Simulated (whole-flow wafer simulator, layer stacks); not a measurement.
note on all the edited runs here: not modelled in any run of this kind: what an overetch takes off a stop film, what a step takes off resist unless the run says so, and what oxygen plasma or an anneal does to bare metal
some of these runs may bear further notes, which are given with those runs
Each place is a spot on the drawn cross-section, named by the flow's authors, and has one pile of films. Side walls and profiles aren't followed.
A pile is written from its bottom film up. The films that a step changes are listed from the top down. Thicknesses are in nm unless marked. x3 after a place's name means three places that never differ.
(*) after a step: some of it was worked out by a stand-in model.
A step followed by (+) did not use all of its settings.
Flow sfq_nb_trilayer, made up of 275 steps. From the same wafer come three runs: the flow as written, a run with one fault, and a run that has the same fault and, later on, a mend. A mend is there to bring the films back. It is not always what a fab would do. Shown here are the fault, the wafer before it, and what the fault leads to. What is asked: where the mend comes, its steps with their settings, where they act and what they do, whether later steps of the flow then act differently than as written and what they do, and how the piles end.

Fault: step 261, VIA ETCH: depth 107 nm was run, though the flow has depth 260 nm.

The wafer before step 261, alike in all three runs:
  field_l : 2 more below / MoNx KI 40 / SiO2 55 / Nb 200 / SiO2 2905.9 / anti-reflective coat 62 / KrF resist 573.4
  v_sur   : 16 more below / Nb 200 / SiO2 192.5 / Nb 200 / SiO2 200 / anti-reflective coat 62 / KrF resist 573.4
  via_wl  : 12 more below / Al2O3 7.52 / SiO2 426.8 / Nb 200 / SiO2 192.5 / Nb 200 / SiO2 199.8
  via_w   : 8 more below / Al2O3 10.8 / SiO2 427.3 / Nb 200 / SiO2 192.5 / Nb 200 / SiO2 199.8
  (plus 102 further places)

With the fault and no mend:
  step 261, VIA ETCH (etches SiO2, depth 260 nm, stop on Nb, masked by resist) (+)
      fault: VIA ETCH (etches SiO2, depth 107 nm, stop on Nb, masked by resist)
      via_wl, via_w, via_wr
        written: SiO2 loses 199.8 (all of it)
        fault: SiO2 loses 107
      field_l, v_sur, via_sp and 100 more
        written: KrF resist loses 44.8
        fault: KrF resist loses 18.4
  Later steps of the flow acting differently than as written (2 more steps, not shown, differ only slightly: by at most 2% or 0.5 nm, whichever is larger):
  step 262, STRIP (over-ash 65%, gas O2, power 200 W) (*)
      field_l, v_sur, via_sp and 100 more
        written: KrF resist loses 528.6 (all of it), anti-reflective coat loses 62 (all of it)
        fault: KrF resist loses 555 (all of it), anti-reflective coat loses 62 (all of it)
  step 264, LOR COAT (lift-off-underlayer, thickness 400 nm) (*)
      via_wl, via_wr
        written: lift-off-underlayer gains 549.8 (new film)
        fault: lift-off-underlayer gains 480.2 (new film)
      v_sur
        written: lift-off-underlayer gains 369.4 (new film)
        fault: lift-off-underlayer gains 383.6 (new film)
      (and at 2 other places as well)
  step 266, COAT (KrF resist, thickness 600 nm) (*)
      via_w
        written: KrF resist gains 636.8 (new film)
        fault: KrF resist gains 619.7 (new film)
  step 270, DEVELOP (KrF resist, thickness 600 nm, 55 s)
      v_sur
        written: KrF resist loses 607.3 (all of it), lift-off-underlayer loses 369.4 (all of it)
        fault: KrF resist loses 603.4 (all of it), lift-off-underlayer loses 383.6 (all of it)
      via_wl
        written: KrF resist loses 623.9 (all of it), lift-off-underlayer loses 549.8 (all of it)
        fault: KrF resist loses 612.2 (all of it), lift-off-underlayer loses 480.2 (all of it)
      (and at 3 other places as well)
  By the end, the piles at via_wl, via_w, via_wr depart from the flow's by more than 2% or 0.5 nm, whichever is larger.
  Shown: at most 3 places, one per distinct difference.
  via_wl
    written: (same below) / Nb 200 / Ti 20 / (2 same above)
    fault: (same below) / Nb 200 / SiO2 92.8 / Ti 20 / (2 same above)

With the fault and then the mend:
  The mend follows step 261.
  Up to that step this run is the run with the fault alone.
  step 261a, VIA ETCH (etches SiO2, depth 153 nm, stop on Nb, masked by resist) (+) (the flow's step 261, run once more with other settings)
      field_l, v_sur, via_sp and 100 more
        KrF resist loses 24
      via_wl, via_w, via_wr
        SiO2 loses 92.8 (all of it)
  None of the later steps of the flow differs from how it acts as written, at any place that is followed, by more than 2% or 0.5 nm, whichever is larger.
  At every place that both follow, the piles at the end match the flow's.
